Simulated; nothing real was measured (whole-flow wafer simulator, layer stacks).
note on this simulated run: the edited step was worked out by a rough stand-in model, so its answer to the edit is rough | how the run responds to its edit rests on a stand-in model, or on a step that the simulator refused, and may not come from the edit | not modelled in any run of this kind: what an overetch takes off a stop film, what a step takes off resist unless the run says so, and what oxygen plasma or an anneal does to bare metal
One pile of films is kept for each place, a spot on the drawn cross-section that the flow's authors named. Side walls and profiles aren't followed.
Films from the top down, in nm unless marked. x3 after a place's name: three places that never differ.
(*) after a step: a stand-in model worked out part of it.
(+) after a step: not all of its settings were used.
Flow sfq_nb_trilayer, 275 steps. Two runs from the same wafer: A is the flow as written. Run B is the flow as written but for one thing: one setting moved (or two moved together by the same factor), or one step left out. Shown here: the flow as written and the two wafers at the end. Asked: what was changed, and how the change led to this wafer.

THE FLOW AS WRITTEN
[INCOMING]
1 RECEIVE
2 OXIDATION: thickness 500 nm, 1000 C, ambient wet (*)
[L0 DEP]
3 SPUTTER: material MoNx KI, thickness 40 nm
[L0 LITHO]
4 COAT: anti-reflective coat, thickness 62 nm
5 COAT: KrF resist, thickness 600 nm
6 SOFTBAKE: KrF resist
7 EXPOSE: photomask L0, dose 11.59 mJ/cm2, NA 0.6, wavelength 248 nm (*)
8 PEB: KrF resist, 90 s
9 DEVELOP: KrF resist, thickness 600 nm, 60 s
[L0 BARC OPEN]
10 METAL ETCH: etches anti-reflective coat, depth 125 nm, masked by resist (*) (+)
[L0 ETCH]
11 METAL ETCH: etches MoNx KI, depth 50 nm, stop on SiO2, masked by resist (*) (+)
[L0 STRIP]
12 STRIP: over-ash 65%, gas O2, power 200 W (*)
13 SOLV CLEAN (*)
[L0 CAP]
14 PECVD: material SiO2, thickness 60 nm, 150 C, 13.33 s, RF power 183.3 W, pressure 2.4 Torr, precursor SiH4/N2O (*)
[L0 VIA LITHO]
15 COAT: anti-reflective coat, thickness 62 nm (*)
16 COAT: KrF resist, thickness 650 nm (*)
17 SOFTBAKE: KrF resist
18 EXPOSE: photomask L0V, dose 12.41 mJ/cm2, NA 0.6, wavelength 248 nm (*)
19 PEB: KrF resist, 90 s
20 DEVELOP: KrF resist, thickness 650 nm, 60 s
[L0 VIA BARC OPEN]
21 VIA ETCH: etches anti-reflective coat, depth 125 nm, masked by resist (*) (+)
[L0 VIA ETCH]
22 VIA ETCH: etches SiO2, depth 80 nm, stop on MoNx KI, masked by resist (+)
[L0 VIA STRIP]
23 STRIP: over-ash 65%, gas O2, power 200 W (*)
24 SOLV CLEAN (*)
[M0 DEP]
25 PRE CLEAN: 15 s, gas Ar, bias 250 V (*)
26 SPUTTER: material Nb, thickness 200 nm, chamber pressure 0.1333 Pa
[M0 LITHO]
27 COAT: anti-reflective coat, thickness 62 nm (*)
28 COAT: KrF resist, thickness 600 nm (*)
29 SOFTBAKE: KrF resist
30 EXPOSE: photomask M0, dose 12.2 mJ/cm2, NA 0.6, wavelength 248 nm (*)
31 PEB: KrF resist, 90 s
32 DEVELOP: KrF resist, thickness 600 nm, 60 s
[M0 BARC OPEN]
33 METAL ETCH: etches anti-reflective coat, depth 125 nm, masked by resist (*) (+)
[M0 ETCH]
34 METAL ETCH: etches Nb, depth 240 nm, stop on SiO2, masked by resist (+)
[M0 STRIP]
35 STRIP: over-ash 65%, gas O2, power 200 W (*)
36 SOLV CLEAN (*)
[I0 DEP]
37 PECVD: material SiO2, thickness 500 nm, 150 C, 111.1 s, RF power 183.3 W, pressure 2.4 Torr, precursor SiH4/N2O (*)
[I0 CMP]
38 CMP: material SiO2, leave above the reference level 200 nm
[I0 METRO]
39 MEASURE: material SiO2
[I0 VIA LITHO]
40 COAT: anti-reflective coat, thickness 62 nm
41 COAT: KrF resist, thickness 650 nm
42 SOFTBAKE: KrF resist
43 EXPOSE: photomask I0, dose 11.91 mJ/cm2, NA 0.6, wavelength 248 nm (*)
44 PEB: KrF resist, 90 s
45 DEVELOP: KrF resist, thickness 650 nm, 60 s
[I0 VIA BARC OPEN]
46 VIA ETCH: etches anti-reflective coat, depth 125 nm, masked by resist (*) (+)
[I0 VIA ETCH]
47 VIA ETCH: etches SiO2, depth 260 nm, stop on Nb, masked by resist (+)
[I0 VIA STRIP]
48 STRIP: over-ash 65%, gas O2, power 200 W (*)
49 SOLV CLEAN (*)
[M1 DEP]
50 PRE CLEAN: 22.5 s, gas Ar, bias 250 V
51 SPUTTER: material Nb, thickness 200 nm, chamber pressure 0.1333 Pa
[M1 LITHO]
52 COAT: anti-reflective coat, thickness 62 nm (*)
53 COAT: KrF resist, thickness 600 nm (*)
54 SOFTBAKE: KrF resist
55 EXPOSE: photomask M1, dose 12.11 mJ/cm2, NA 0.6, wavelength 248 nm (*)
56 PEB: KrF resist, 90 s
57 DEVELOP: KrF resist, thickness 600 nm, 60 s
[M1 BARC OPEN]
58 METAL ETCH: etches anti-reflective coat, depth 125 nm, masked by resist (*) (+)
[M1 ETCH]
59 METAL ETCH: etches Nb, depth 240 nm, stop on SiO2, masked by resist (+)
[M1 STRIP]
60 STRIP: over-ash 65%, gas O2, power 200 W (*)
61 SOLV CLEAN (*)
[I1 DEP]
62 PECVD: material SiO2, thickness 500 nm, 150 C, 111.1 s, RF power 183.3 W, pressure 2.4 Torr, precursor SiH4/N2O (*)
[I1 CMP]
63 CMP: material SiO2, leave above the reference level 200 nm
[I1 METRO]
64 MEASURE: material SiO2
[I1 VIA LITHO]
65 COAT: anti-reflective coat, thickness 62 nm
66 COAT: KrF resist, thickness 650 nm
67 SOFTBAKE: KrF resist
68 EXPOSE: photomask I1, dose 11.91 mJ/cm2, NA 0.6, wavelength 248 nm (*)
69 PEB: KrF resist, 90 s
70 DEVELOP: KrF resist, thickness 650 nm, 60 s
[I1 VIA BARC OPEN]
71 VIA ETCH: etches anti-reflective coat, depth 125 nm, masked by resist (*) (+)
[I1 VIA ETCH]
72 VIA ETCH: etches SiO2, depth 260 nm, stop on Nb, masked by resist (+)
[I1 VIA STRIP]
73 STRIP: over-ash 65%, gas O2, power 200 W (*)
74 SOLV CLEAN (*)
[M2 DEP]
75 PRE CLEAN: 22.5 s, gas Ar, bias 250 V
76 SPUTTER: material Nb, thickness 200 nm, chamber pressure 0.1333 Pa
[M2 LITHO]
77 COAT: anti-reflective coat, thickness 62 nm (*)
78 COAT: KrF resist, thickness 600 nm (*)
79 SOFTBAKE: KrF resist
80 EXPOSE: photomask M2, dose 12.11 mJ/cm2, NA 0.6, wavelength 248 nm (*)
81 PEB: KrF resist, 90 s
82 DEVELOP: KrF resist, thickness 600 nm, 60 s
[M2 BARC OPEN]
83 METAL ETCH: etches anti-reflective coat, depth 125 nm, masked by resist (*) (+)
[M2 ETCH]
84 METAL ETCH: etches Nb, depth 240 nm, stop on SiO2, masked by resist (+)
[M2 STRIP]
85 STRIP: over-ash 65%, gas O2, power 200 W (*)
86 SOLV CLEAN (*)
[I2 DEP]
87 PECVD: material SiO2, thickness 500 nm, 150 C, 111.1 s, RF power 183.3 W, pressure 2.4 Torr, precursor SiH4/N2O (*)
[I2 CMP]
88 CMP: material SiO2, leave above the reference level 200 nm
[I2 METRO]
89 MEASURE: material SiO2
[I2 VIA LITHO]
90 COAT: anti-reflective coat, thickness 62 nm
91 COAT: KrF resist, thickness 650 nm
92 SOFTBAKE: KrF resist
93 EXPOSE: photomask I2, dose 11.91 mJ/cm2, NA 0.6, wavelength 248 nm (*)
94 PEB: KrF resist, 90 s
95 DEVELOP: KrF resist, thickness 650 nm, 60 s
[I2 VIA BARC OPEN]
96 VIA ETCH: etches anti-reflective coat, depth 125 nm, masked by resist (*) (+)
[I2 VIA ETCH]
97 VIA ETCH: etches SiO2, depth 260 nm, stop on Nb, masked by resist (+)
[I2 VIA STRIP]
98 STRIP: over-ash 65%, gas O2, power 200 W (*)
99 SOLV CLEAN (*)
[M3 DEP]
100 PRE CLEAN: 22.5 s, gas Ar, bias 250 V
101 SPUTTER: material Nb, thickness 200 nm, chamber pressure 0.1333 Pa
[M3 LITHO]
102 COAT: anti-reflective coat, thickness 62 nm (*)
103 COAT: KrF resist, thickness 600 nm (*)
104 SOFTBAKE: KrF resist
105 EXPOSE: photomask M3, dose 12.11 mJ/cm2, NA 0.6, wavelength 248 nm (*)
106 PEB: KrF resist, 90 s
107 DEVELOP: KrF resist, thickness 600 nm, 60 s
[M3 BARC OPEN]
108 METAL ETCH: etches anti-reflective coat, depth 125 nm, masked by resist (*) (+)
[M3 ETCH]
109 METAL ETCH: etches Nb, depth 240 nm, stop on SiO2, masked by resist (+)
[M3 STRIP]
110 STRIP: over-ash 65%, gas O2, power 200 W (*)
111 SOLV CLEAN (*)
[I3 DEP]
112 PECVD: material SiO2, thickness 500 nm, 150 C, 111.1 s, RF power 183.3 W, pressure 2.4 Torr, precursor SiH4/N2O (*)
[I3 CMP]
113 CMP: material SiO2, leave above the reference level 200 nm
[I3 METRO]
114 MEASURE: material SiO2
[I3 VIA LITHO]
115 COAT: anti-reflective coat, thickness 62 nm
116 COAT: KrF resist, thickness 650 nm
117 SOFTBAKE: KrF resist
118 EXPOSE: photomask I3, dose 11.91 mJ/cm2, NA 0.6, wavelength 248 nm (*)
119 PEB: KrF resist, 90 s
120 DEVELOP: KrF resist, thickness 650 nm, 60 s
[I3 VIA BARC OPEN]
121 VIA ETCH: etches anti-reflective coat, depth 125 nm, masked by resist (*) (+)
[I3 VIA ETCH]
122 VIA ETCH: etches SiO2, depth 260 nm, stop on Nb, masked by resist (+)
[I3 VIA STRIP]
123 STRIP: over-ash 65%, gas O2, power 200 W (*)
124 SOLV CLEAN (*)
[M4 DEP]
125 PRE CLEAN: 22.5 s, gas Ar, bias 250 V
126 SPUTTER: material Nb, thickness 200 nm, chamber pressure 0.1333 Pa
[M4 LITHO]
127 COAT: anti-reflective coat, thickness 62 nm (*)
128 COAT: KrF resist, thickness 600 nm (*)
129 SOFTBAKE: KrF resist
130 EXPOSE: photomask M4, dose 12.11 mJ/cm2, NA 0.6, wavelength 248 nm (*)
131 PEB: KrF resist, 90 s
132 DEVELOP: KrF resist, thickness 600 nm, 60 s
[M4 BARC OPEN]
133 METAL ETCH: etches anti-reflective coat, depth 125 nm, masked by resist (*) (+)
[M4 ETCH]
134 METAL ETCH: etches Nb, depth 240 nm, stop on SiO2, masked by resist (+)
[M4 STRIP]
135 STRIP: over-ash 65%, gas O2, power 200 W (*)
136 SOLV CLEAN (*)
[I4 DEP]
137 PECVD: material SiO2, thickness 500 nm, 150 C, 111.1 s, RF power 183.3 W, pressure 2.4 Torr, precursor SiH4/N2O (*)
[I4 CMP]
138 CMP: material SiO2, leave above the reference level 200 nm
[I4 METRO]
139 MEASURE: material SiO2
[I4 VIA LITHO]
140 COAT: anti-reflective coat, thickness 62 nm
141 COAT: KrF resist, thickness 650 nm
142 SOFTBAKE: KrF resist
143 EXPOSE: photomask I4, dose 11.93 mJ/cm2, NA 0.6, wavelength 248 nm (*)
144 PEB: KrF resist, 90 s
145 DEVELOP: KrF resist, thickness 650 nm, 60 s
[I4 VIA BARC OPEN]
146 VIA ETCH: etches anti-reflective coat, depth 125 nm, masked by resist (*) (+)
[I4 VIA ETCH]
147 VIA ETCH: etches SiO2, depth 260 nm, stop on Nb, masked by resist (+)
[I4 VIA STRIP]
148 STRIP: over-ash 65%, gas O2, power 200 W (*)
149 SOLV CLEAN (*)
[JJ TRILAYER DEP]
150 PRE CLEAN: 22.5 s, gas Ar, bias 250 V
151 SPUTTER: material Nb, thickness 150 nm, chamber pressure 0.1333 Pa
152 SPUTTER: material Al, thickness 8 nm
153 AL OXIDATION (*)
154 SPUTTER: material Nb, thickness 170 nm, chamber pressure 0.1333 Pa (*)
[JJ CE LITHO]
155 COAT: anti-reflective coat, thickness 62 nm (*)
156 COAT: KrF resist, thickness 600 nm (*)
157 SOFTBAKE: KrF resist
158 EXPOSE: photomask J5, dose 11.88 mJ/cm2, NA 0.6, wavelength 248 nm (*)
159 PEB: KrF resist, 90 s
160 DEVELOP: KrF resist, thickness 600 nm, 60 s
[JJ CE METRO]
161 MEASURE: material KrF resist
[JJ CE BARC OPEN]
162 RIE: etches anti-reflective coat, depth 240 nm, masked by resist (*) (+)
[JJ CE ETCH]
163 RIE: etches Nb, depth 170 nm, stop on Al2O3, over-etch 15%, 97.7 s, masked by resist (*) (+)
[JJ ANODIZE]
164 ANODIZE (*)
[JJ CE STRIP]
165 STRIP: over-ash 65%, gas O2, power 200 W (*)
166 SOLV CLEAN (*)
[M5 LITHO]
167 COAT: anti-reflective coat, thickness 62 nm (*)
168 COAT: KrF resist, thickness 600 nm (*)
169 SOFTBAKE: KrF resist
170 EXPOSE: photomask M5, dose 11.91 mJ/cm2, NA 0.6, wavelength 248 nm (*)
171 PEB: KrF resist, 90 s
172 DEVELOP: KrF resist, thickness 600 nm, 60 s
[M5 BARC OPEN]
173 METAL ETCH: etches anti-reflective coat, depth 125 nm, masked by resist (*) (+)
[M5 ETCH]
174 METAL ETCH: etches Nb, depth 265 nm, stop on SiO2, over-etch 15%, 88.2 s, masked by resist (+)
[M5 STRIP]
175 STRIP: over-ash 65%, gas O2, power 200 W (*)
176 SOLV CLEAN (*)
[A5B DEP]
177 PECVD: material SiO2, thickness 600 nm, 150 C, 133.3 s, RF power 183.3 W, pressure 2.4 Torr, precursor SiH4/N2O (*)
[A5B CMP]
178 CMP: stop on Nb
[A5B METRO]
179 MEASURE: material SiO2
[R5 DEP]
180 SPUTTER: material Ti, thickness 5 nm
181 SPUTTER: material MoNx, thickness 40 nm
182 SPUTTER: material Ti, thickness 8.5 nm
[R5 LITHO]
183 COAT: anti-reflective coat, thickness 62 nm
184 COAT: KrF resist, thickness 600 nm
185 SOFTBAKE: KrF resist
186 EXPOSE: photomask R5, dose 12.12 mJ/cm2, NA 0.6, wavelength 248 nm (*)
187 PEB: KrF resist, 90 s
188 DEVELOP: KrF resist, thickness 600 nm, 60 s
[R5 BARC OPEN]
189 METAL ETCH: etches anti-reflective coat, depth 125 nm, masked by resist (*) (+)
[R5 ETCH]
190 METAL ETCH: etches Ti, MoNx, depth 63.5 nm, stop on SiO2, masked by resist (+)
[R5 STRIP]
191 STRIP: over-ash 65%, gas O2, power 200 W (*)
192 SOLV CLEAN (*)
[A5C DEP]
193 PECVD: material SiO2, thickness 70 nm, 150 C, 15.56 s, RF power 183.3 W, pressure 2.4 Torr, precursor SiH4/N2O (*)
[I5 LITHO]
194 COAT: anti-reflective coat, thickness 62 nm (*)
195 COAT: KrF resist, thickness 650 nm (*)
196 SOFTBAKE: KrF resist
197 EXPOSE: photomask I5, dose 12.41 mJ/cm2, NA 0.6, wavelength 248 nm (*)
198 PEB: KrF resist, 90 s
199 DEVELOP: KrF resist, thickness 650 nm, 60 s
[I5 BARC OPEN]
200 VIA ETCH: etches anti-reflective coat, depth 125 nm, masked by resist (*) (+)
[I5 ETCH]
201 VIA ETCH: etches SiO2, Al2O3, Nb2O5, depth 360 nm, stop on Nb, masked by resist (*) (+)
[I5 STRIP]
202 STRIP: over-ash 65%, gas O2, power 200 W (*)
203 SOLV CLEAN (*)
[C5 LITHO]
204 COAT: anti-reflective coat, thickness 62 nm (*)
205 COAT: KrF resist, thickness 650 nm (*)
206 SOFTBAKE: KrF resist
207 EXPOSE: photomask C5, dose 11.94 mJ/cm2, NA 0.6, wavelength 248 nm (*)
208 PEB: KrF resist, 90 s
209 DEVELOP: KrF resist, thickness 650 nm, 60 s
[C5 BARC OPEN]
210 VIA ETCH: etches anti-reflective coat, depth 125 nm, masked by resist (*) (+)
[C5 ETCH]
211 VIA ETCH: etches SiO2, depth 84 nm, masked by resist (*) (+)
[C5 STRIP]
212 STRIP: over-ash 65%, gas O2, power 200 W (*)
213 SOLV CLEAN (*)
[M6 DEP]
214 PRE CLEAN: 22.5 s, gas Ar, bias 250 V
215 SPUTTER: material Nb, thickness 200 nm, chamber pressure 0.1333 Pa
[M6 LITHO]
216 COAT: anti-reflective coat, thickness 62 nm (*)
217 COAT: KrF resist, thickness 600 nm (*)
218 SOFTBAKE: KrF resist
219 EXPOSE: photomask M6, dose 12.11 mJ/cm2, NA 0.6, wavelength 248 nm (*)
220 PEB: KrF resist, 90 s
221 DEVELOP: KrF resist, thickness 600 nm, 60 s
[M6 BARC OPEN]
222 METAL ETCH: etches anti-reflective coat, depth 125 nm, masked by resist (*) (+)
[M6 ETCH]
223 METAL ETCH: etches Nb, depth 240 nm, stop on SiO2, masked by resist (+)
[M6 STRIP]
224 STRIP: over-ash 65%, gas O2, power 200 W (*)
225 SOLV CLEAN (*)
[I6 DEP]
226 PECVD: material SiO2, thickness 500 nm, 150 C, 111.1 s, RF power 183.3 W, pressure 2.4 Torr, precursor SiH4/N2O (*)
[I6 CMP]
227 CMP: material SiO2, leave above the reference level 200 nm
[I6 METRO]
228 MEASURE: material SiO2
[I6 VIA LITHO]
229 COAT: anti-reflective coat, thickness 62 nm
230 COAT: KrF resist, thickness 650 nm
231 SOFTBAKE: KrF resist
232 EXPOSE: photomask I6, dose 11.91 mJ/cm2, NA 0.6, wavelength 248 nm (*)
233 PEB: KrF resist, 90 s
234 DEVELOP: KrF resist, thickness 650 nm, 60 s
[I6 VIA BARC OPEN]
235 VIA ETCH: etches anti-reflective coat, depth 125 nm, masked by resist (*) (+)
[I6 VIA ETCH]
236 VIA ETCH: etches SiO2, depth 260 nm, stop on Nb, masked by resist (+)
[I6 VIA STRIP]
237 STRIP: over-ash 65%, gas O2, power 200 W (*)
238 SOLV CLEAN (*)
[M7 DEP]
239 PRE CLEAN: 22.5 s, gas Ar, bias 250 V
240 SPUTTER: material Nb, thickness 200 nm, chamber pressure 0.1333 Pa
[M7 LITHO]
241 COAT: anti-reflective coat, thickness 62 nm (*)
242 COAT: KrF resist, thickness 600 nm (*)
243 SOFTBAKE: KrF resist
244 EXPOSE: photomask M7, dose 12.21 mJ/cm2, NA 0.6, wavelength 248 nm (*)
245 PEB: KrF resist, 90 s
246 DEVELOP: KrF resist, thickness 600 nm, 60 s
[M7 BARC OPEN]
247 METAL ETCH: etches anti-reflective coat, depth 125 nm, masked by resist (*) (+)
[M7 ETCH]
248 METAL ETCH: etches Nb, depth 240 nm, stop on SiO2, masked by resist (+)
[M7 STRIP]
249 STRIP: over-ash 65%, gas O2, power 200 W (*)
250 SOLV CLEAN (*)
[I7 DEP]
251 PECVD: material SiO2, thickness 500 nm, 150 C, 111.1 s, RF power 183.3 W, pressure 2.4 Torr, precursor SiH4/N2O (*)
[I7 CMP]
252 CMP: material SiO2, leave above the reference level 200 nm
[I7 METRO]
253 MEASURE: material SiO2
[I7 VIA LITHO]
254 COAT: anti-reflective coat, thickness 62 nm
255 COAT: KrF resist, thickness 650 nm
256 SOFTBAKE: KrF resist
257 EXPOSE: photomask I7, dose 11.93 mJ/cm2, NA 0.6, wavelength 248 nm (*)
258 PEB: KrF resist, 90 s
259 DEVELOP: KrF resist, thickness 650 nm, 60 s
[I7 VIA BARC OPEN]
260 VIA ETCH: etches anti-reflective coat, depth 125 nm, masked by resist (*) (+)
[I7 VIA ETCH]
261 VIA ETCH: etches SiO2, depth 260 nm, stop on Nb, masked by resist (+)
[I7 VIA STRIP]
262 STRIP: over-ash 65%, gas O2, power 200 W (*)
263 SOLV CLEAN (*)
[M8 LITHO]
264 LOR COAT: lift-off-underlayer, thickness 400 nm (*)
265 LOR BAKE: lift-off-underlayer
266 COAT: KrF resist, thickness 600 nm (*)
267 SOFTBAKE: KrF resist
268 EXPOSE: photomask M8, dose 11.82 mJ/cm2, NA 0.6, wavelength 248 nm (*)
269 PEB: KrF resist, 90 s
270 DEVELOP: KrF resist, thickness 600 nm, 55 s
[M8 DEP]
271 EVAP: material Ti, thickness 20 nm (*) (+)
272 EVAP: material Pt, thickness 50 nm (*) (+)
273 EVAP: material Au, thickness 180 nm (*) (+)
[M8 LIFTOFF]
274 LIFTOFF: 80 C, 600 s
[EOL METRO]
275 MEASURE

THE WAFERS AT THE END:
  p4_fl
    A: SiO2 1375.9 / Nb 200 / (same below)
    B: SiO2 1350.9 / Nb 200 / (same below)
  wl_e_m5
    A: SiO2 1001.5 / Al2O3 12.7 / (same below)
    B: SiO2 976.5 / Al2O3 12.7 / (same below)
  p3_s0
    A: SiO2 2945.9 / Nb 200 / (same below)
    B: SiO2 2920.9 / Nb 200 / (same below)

The cause: step 226, PECVD: thickness 275 nm was run, where the flow has thickness 500 nm; step 226, PECVD: 61.11 s was run, where the flow has 111.1 s.

How the change led to this, step by step:
  226 PECVD: material SiO2, thickness 500 nm, 150 C, 111.1 s, RF power 183.3 W, pressure 2.4 Torr, precursor SiH4/N2O (*)
      field_l, p4_fl, p4_fm and 62 more: A SiO2 +500 | B SiO2 +275
      v_sur, via_wl, via_w and 21 more: A SiO2 +500 (new film) | B SiO2 +275 (new film)
      (and at 17 more places)
  227 CMP: material SiO2, leave above the reference level 200 nm
      field_l, p4_fl, p4_fm and 59 more: A SiO2 -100 | B nothing
      moat, field_r, lsp_l, ln_m5, lsp_m: A SiO2 -93.6 | B nothing
      (and at 39 more places)
  229 COAT: anti-reflective coat, thickness 62 nm
      l0v, wl_d_m1, wl_d_sr, wl_e_sl, wl_e_m5: A anti-reflective coat +62 (new film) | B anti-reflective coat +65.2 (new film)
      p3_l2, p3_s2, p3_s5, p3_l6, r5r_line_c: A anti-reflective coat +62 (new film) | B anti-reflective coat +63.6 (new film)
      (and at 84 more places)
  230 COAT: KrF resist, thickness 650 nm
      ce_r, m5r_linepad_l x2: A KrF resist +650 (new film) | B KrF resist +620.2 (new film)
      wl_e_sr, m5r_line_l x2: A KrF resist +650 (new film) | B KrF resist +664 (new film)
      (and at 65 more places)
  234 DEVELOP: KrF resist, thickness 650 nm, 60 s
      via_v: A KrF resist -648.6 (all of it) | B KrF resist -612.2 (all of it)
  235 VIA ETCH: etches anti-reflective coat, depth 125 nm, masked by resist (*) (+)
      field_l, v_sur, via_wl and 102 more: A KrF resist -51.7 | B KrF resist -45.3
      via_v: A anti-reflective coat -62 (all of it), SiO2 -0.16 | B anti-reflective coat -54.3 (all of it), SiO2 -0.14
  237 STRIP: over-ash 65%, gas O2, power 200 W (*)
      p3_s3, p3_l4, p3_s4: A KrF resist -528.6 (all of it), anti-reflective coat -62 (all of it) | B KrF resist -539.1 (all of it), anti-reflective coat -63.4 (all of it)
      m0r_line_l, m7r_line_l: A KrF resist -528.6 (all of it), anti-reflective coat -62 (all of it) | B KrF resist -559.9 (all of it), anti-reflective coat -62.9 (all of it)
      (and at 94 more places)
  240 SPUTTER: material Nb, thickness 200 nm, chamber pressure 0.1333 Pa
      lsp_r, l0_sur, l0v: A Nb +200 (new film) | B Nb +194.6 (new film)
      moat, lsp_m: A Nb +200 (new film) | B Nb +186.9 (new film)
      (and at 2 more places)
  241 COAT: anti-reflective coat, thickness 62 nm (*)
      p3_s2, p3_l3, p3_l5, m0r_line_r, m7r_line_r: A anti-reflective coat +62 (new film) | B anti-reflective coat +63.4 (new film)
      wl_b_sl, wl_d_m1, wl_d_sr, wl_e_sl, wl_e_m5: A anti-reflective coat +62 (new film) | B anti-reflective coat +64.9 (new film)
      (and at 85 more places)
  242 COAT: KrF resist, thickness 600 nm (*)
      wl_b_sl, m5r_space_l x2: A KrF resist +600 (new film) | B KrF resist +615.3 (new film)
      wl_c_sl, wl_d_sl, wl_f_sl: A KrF resist +600 (new film) | B KrF resist +613.8 (new film)
      (and at 69 more places)
  246 DEVELOP: KrF resist, thickness 600 nm, 60 s
      wl_c_sl, wl_d_sl: A KrF resist -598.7 (all of it) | B KrF resist -612.5 (all of it)
      m0r_space_l, m7r_space_l: A KrF resist -598.7 (all of it) | B KrF resist -614.5 (all of it)
      (and at 31 more places)
  247 METAL ETCH: etches anti-reflective coat, depth 125 nm, masked by resist (*) (+)
      v_sur, via_wl, via_w and 38 more: A KrF resist -51.7 | B KrF resist -69.4
      p3_s1, p3_l2, p3_s5, p3_l6: A anti-reflective coat -62 (all of it) | B anti-reflective coat -63.5 (all of it)
      (and at 52 more places)
  248 METAL ETCH: etches Nb, depth 240 nm, stop on SiO2, masked by resist (+)
      l0_sur, l0v: A Nb -200 (all of it) | B Nb -194.6 (all of it)
  249 STRIP: over-ash 65%, gas O2, power 200 W (*)
      v_sur: A KrF resist -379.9 (all of it), anti-reflective coat -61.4 (all of it) | B KrF resist -316.6 (all of it), anti-reflective coat -44 (all of it)
      via_wl: A KrF resist -379.3 (all of it), anti-reflective coat -61.3 (all of it) | B KrF resist -316 (all of it), anti-reflective coat -52.9 (all of it)
      (and at 37 more places)
  251 PECVD: material SiO2, thickness 500 nm, 150 C, 111.1 s, RF power 183.3 W, pressure 2.4 Torr, precursor SiH4/N2O (*)
      be: A SiO2 +500 (new film) | B SiO2 +354 (new film)
      gap: A SiO2 +500 (new film) | B SiO2 +528 (new film)
  252 CMP: material SiO2, leave above the reference level 200 nm
      field_l, p4_fl, p4_fm and 48 more: A SiO2 -100 | B nothing
      field_r, lsp_l: A SiO2 -77.7 | B nothing
      (and at 28 more places)
  ... 6 more steps ...
  274 LIFTOFF: 80 C, 600 s
      m5r_linepad_l x2: A Au -180 (all of it), Pt -50 (all of it), Ti -20 (all of it), KrF resist -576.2 (all of it), lift-off-underlayer -400 (all of it) | B Au -180 (all of it), Pt -50 (all of it), Ti -20 (all of it), KrF resist -573.7 (all of it), lift-off-underlayer -408.7 (all of it)
      m6r_line_l x2: A Au -180 (all of it), Pt -50 (all of it), Ti -20 (all of it), KrF resist -576.2 (all of it), lift-off-underlayer -400 (all of it) | B Au -180 (all of it), Pt -50 (all of it), Ti -20 (all of it), KrF resist -575.3 (all of it), lift-off-underlayer -391.6 (all of it)
      (and at 16 more places)
